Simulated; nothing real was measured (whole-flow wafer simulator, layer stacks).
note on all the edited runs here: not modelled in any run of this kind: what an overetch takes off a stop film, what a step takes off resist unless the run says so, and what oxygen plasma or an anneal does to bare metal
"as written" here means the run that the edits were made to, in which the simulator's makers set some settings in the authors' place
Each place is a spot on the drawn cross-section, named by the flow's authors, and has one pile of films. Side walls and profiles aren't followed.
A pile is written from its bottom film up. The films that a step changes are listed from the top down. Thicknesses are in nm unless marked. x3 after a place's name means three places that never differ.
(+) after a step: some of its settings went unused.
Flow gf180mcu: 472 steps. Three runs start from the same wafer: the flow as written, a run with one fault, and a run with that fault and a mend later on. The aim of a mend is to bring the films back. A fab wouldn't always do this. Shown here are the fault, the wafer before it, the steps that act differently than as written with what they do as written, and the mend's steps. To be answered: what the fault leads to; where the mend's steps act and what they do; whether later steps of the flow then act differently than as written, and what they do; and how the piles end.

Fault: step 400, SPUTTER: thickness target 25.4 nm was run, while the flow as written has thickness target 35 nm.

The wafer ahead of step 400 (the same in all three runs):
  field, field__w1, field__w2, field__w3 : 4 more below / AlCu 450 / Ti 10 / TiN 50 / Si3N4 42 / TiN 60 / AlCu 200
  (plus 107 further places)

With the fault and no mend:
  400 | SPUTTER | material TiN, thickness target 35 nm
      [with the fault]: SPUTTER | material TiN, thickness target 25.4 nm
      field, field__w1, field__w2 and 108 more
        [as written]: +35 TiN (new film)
        [with the fault]: +25.4 TiN (new film)
  Steps later in the flow that act otherwise than as written (9 other steps are not shown; they differ only slightly, by no more than 2% or 0.5 nm, whichever is larger):
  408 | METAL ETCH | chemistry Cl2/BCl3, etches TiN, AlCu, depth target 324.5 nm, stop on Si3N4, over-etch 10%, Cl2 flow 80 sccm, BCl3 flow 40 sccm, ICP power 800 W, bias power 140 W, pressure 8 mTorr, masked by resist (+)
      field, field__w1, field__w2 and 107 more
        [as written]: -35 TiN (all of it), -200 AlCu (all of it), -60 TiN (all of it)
        [with the fault]: -25.4 TiN (all of it), -200 AlCu (all of it), -60 TiN (all of it)
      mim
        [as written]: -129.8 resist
        [with the fault]: -125.6 resist
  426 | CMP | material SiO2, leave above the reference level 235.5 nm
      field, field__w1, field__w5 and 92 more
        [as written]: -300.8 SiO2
        [with the fault]: -310.4 SiO2
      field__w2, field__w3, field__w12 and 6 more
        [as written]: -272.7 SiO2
        [with the fault]: -282.3 SiO2
  The piles end different from the flow's at mim by more than 2% or 0.5 nm, whichever is larger.
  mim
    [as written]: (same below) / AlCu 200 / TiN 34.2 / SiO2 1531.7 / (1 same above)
    [with the fault]: (same below) / AlCu 200 / TiN 24.6 / SiO2 1531.7 / (1 same above)

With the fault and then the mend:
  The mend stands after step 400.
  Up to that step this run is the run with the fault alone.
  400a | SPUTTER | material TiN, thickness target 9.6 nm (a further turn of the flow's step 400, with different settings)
      field, field__w1, field__w2 and 108 more
        +9.6 TiN
  Every later step of the flow that is run acts as written at every place that is followed.
  By the end, the piles equal the flow's at every place that both follow.
